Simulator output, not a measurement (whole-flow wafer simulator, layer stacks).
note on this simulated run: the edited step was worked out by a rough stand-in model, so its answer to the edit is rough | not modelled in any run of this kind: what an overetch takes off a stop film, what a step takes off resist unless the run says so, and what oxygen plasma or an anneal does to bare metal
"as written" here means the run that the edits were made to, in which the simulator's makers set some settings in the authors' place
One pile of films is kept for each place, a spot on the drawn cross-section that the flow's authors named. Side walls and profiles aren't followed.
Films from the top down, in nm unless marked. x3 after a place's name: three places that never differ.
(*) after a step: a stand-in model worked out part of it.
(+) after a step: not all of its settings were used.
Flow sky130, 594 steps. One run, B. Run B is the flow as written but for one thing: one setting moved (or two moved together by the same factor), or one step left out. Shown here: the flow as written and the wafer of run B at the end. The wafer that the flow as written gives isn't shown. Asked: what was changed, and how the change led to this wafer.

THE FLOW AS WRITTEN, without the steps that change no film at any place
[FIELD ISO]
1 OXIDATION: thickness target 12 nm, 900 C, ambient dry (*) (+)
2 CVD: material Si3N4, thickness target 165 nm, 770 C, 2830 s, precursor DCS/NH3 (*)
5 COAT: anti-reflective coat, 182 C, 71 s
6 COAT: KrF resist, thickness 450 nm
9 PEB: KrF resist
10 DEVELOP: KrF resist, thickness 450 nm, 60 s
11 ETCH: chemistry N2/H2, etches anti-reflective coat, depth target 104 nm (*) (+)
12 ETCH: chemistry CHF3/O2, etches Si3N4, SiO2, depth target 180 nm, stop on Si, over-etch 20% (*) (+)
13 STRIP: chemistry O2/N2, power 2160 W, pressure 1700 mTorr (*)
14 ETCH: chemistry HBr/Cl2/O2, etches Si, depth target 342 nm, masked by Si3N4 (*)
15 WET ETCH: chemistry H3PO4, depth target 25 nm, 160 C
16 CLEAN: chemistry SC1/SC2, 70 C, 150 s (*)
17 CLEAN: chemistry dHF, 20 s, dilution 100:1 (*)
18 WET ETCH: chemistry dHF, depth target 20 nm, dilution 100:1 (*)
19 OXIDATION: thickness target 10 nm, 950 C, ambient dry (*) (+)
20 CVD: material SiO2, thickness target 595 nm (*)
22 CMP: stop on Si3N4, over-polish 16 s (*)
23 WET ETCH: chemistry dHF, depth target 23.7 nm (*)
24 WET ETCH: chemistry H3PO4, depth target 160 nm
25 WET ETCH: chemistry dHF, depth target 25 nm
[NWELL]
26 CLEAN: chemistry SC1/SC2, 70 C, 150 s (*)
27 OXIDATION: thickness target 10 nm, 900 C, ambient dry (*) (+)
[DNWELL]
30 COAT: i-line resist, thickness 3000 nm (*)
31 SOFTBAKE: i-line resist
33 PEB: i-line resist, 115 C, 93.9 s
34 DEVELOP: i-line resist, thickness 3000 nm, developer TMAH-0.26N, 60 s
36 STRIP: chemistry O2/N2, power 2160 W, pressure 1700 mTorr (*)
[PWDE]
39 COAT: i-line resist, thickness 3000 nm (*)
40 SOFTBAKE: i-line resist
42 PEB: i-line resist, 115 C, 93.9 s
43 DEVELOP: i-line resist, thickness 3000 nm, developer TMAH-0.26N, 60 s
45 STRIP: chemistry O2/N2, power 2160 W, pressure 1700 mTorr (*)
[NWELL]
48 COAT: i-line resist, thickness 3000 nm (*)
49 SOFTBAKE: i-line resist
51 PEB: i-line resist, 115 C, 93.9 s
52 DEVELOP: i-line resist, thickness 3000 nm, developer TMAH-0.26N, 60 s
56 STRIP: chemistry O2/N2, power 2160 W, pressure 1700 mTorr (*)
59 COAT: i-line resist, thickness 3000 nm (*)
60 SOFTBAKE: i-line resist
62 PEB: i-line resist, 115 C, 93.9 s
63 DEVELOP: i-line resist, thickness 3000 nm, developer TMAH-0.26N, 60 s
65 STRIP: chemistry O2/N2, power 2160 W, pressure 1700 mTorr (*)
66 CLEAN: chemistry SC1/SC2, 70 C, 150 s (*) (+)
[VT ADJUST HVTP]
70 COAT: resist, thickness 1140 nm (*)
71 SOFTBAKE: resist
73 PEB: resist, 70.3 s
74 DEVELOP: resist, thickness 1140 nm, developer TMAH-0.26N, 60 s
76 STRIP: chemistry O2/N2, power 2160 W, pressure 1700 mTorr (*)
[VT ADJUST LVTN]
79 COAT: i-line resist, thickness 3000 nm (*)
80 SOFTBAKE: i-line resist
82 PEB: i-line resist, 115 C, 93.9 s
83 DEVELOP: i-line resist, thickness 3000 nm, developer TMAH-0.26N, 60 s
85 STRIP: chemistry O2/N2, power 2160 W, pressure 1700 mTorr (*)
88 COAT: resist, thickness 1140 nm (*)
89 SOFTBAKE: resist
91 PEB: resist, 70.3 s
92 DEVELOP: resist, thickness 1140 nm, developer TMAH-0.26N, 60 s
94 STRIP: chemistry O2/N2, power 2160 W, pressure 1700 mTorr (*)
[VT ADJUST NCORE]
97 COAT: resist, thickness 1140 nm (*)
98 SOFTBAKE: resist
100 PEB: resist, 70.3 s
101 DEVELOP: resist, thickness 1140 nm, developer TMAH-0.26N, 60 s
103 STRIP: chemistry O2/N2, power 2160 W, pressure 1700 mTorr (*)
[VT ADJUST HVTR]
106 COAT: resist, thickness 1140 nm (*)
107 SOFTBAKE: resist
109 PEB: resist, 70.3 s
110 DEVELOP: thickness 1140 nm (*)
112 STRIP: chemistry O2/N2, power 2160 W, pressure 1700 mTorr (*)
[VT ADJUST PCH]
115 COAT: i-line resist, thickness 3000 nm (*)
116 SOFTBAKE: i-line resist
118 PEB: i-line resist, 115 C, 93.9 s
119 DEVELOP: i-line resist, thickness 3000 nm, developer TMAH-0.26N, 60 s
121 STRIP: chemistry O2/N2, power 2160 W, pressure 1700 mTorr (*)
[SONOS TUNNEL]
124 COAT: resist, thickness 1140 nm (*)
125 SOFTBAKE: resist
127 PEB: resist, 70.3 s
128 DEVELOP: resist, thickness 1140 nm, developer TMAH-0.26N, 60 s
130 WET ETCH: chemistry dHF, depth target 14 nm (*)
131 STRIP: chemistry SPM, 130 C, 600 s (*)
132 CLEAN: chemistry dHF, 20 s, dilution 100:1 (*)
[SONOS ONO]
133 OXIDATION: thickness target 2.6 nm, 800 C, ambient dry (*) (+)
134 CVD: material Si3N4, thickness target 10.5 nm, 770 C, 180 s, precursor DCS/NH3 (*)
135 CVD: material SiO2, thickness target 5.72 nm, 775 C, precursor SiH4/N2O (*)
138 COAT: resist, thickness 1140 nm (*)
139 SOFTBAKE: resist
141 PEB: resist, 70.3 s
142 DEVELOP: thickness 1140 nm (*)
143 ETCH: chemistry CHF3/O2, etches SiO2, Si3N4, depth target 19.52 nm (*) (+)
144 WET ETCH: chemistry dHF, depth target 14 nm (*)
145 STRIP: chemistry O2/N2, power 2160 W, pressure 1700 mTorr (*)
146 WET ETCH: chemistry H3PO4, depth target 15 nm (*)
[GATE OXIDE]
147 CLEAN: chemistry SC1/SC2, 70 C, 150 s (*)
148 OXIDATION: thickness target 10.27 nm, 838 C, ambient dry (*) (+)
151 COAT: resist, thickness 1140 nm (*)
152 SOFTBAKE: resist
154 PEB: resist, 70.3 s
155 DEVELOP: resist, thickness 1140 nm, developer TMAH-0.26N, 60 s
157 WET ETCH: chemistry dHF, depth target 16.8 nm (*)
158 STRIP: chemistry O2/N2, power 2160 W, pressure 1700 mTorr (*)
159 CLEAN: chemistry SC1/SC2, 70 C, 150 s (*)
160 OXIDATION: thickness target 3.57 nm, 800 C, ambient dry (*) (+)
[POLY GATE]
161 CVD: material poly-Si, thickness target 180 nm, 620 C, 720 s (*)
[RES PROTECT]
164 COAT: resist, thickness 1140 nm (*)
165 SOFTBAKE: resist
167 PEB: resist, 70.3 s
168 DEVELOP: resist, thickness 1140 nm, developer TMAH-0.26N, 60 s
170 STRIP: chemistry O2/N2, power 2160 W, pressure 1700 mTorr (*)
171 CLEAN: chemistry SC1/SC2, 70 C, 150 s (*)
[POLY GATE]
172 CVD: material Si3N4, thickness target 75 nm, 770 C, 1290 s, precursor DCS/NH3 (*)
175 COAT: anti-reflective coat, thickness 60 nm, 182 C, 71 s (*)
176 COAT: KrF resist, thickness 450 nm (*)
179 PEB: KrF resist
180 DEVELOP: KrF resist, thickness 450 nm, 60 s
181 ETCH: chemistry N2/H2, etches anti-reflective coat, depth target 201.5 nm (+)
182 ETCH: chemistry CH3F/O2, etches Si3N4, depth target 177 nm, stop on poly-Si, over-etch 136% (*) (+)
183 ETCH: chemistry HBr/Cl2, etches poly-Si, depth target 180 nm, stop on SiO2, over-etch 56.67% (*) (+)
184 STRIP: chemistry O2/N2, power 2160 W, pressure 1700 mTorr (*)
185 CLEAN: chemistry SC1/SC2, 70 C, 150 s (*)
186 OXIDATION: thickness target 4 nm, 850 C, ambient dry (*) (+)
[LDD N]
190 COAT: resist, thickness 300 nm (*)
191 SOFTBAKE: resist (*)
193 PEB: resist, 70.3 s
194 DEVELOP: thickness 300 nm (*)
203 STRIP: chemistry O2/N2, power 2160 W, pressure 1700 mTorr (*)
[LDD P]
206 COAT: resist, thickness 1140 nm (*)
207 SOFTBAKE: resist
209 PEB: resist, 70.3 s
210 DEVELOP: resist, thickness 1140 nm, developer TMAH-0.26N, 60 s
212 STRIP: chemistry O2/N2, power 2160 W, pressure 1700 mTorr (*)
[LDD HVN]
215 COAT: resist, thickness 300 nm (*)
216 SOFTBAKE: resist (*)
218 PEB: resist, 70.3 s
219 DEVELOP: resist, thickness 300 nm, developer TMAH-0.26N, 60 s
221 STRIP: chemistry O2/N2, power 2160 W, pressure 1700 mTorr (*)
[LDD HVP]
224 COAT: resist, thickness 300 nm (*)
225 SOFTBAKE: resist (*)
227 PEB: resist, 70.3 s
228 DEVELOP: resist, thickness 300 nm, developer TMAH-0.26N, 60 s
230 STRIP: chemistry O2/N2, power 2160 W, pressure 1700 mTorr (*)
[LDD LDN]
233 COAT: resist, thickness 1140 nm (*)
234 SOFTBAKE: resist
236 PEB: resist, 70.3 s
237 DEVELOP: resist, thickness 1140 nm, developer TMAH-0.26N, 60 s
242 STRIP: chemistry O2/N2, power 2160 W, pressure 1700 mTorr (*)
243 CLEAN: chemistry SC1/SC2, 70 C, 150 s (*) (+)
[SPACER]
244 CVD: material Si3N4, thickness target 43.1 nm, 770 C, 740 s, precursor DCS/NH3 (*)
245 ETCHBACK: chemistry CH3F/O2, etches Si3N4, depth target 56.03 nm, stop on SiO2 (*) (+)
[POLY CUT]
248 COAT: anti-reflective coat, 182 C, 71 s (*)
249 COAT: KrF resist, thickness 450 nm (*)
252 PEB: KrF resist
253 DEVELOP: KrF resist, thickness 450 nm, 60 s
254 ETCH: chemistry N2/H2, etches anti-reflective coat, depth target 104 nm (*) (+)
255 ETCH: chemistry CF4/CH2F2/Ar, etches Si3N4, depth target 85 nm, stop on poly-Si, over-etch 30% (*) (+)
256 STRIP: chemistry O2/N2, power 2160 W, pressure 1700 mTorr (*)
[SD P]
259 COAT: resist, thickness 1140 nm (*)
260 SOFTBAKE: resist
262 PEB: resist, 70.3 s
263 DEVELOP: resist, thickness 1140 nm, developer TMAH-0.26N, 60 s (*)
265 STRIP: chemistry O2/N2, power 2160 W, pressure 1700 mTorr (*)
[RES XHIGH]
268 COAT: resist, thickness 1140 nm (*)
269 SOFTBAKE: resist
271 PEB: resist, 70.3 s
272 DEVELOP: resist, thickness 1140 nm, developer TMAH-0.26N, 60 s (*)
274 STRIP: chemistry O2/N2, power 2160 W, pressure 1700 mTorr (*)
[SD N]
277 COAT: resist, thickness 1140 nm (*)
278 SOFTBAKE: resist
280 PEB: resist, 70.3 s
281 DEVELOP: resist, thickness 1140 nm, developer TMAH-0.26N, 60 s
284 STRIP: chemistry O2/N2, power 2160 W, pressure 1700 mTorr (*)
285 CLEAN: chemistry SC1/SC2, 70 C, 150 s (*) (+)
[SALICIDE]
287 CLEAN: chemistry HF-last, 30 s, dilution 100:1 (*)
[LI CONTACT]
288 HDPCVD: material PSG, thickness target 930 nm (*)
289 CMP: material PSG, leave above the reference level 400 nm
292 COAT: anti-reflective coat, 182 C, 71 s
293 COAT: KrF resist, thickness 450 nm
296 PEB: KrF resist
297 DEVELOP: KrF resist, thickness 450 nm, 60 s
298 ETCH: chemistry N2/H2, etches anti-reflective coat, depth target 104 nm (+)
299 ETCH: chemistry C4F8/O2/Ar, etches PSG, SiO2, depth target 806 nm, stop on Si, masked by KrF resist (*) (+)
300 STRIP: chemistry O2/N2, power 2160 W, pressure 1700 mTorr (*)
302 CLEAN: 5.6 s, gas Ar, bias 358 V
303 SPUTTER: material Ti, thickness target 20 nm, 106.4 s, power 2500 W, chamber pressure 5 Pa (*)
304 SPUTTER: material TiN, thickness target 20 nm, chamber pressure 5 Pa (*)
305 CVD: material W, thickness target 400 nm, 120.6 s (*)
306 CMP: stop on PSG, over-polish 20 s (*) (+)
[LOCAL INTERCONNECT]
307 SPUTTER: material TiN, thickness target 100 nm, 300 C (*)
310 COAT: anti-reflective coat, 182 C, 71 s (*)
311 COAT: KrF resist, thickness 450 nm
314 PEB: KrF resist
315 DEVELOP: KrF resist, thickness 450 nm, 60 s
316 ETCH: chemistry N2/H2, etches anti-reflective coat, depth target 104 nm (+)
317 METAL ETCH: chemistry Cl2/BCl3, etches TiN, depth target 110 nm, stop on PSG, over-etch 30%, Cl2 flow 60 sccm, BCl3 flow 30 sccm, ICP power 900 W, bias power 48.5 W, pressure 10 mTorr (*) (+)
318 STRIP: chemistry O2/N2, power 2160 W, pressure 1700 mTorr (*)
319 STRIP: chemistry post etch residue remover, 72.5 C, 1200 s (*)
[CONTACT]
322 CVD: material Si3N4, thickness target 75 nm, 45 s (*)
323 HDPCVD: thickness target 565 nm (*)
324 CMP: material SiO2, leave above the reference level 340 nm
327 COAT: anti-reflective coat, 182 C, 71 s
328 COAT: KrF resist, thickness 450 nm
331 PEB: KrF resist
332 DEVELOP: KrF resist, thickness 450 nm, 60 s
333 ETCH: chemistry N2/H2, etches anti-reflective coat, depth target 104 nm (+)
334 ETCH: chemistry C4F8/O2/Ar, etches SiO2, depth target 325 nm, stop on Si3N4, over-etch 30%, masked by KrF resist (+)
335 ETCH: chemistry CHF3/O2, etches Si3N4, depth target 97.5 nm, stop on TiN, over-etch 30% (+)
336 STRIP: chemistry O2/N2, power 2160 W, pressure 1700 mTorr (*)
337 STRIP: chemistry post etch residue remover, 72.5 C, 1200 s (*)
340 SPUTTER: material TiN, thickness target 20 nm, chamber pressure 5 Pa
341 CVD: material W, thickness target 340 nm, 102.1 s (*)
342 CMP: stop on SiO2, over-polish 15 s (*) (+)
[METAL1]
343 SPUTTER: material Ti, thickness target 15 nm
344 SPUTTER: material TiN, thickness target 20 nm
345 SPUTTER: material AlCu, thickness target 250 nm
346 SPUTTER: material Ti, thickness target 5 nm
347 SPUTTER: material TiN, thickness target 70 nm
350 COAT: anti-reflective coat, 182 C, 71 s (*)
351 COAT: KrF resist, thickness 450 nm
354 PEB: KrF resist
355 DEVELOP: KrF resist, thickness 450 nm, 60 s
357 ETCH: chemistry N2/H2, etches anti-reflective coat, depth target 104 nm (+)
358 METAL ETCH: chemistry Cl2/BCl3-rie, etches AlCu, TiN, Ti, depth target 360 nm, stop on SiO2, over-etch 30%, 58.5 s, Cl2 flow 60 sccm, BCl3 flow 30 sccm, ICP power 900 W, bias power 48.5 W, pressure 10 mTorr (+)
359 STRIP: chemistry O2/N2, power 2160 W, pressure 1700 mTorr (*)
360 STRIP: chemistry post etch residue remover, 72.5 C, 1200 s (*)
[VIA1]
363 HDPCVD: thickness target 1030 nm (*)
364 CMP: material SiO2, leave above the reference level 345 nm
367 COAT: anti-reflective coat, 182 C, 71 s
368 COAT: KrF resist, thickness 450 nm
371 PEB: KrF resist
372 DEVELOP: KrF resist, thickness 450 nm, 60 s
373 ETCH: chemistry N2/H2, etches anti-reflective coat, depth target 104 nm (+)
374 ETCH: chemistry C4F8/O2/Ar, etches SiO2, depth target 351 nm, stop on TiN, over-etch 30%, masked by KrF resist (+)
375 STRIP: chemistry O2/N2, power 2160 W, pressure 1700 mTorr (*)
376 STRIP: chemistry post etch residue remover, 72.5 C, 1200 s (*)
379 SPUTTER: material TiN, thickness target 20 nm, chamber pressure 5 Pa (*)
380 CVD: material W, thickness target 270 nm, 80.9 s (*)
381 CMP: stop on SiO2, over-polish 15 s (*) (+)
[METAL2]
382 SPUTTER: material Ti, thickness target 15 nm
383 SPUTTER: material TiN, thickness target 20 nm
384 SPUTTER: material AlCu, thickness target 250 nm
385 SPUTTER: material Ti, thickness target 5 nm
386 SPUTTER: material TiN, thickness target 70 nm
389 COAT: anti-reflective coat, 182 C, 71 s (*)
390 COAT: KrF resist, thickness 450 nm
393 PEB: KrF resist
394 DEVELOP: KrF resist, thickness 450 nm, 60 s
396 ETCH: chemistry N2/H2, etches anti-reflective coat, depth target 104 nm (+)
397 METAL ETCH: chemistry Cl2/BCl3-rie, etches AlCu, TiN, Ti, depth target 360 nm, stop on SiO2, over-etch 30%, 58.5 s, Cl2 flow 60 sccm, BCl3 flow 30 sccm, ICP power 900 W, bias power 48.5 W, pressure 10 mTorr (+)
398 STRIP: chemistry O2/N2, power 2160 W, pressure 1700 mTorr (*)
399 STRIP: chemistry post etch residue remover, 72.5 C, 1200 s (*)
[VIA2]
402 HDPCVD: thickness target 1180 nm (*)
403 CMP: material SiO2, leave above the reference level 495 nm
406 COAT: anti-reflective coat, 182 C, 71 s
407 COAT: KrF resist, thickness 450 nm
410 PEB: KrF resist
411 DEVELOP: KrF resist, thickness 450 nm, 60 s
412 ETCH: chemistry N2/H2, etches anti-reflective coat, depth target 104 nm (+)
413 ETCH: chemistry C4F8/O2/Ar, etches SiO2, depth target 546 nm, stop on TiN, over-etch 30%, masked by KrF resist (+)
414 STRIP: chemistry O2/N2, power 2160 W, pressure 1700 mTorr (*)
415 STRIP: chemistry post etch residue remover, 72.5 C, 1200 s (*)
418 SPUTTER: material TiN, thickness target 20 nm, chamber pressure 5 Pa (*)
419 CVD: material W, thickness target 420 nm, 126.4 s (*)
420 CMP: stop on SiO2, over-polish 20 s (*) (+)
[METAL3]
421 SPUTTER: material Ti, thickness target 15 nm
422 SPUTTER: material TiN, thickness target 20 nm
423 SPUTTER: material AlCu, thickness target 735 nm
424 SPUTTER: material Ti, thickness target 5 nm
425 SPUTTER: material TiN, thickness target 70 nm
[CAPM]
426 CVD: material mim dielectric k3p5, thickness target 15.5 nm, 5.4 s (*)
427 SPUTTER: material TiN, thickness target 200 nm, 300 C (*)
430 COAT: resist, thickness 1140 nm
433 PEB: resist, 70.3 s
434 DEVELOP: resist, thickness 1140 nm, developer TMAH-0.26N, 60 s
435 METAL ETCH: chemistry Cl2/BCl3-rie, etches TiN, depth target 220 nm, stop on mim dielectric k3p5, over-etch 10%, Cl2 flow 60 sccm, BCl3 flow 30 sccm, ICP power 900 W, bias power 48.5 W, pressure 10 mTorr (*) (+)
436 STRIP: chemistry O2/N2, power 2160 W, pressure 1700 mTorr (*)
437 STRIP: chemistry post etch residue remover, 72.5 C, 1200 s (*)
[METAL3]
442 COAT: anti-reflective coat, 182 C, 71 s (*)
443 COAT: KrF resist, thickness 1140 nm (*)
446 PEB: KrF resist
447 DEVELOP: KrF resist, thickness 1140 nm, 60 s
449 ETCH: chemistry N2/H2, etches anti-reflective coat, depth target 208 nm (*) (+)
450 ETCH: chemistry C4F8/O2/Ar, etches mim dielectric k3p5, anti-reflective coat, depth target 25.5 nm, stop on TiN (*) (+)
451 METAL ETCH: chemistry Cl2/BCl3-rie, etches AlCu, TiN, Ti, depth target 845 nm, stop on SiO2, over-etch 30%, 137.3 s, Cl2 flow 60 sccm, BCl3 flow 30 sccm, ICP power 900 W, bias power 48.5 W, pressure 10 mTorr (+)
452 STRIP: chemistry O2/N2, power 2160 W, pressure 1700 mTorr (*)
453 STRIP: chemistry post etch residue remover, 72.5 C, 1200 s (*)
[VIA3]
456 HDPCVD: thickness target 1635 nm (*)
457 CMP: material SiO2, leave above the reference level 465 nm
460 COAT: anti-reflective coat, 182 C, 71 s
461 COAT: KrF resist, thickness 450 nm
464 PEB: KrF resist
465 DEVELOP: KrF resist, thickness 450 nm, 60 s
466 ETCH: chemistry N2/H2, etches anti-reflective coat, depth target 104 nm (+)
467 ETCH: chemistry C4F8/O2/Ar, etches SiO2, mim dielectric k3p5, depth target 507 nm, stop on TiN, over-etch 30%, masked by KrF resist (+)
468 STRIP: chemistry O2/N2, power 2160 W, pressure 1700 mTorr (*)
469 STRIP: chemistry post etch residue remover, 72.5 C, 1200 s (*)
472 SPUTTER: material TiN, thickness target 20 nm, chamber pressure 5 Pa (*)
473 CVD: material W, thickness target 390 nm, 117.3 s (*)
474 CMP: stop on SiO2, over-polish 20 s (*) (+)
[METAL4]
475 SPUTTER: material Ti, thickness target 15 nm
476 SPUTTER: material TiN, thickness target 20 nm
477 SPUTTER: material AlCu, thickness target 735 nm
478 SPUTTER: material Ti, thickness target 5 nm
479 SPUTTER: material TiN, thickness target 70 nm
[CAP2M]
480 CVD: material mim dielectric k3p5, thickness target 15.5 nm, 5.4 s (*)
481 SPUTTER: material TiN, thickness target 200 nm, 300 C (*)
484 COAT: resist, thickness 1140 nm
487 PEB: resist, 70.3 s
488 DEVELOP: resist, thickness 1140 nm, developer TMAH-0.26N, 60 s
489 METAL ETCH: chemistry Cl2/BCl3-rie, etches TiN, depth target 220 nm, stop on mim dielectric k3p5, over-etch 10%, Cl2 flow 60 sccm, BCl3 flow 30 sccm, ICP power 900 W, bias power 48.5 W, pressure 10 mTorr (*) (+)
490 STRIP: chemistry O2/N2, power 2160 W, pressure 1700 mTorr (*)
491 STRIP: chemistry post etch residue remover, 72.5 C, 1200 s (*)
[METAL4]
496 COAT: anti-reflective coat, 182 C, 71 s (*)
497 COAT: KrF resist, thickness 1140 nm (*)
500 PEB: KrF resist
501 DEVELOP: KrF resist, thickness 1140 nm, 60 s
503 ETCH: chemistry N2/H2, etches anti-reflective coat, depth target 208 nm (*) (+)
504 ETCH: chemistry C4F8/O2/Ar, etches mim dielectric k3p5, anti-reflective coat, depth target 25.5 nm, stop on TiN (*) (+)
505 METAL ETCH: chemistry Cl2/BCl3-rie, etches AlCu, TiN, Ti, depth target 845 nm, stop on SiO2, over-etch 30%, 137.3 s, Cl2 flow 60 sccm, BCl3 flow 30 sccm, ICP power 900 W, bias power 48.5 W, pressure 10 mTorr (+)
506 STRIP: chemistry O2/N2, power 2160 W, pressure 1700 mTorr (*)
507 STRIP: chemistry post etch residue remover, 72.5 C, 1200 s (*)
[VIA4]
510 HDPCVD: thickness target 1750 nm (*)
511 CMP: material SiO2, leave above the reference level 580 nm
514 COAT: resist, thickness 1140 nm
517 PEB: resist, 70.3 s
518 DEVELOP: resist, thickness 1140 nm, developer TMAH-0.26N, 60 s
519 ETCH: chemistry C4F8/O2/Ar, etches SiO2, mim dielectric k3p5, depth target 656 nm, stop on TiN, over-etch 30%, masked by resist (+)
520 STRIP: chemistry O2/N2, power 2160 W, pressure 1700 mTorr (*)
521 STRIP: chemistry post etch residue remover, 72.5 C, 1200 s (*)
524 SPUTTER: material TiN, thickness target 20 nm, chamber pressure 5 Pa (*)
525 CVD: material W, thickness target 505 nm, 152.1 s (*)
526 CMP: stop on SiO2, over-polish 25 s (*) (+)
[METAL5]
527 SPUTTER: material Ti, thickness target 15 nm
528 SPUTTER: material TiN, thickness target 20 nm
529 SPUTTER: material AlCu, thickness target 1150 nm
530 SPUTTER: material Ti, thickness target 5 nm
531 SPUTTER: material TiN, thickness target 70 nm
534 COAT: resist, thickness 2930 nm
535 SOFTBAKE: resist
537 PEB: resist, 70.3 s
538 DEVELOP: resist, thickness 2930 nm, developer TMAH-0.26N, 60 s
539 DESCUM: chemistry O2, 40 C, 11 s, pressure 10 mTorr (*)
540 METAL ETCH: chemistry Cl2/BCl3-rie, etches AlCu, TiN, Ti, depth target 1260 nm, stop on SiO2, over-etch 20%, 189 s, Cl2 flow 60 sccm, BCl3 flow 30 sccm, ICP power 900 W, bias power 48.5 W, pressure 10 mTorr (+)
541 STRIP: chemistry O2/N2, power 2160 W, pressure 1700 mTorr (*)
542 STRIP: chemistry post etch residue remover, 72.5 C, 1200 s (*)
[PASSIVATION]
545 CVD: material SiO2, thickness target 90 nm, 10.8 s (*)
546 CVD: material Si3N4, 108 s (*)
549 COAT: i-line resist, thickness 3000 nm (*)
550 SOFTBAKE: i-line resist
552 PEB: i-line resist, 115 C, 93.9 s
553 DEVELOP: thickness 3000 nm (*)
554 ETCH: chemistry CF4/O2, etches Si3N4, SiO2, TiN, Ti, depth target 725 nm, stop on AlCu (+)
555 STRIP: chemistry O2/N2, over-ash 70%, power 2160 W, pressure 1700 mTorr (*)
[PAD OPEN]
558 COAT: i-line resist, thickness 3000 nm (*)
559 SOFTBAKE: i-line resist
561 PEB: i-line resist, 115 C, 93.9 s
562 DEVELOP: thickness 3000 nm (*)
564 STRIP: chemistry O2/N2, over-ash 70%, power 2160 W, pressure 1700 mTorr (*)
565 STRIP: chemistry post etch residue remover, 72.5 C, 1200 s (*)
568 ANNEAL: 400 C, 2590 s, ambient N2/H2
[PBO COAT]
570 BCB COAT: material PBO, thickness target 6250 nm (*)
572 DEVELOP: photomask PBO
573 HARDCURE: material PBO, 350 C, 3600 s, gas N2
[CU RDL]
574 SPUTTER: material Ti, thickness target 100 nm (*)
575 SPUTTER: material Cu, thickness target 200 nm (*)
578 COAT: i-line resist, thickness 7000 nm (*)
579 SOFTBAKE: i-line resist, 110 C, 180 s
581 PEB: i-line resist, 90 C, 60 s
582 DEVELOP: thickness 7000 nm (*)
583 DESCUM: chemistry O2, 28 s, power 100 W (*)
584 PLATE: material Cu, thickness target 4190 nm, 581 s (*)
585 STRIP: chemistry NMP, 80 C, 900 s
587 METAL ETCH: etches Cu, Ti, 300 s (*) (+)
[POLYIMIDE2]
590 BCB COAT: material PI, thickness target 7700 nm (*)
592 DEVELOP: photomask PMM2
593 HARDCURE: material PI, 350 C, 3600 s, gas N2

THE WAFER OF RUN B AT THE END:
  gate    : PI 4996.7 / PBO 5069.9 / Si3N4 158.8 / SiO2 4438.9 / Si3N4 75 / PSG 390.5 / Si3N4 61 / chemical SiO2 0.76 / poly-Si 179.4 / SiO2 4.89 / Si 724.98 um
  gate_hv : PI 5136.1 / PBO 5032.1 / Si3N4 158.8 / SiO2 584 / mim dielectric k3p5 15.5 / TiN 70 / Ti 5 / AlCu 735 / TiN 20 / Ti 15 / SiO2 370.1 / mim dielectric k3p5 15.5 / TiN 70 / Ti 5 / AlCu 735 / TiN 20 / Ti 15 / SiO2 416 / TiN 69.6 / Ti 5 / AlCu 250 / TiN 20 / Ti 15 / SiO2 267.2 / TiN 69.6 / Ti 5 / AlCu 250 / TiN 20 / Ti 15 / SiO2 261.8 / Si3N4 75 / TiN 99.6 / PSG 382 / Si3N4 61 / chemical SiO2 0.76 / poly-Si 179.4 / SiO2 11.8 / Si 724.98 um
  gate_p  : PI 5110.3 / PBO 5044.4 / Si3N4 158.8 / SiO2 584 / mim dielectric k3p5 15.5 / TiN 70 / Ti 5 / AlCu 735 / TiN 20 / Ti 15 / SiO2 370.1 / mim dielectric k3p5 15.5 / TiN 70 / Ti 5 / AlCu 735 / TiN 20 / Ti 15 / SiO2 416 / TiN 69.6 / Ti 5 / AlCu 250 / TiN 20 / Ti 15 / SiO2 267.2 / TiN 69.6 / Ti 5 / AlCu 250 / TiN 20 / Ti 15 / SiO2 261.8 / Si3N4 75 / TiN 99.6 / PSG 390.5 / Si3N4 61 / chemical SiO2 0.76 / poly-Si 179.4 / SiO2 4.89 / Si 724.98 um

The cause: step 160, OXIDATION: thickness target 4.89 nm was run, where the flow has thickness target 3.57 nm.
It can be read off the wafer: gate has SiO2 4.89, and step 160 as written asks for 3.57 nm.

How the change led to this, step by step:
  160 OXIDATION: thickness target 3.57 nm, 800 C, ambient dry (*) (+)
      active, n_well, p_well and 58 more: SiO2 +4.89 (new film), chemical SiO2 -0.76 (all of it), Si -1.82 (as written it would be: SiO2 +3.57 (new film), chemical SiO2 -0.76 (all of it), Si -1.24)
      gate_hv, m1, pad and 37 more: SiO2 +1.91, Si -0.84 (as written it would be: SiO2 +0.85, Si -0.37)
  248 COAT: anti-reflective coat, 182 C, 71 s (*)
      poly_endcap_nw: anti-reflective coat +12 (new film) (as written it would be: anti-reflective coat +11.4 (new film))
  256 STRIP: chemistry O2/N2, power 2160 W, pressure 1700 mTorr (*)
      poly_endcap_nw: KrF resist -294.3 (all of it), anti-reflective coat -12 (all of it) (as written it would be: KrF resist -294.6 (all of it), anti-reflective coat -11.4 (all of it))
  299 ETCH: chemistry C4F8/O2/Ar, etches PSG, SiO2, depth target 806 nm, stop on Si, masked by KrF resist (*) (+)
      contact, ndiff_licon, ndiff_licon_cpp: PSG -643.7 (all of it), SiO2 -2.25 (all of it) (as written it would be: PSG -643.6 (all of it), SiO2 -1.16 (all of it))
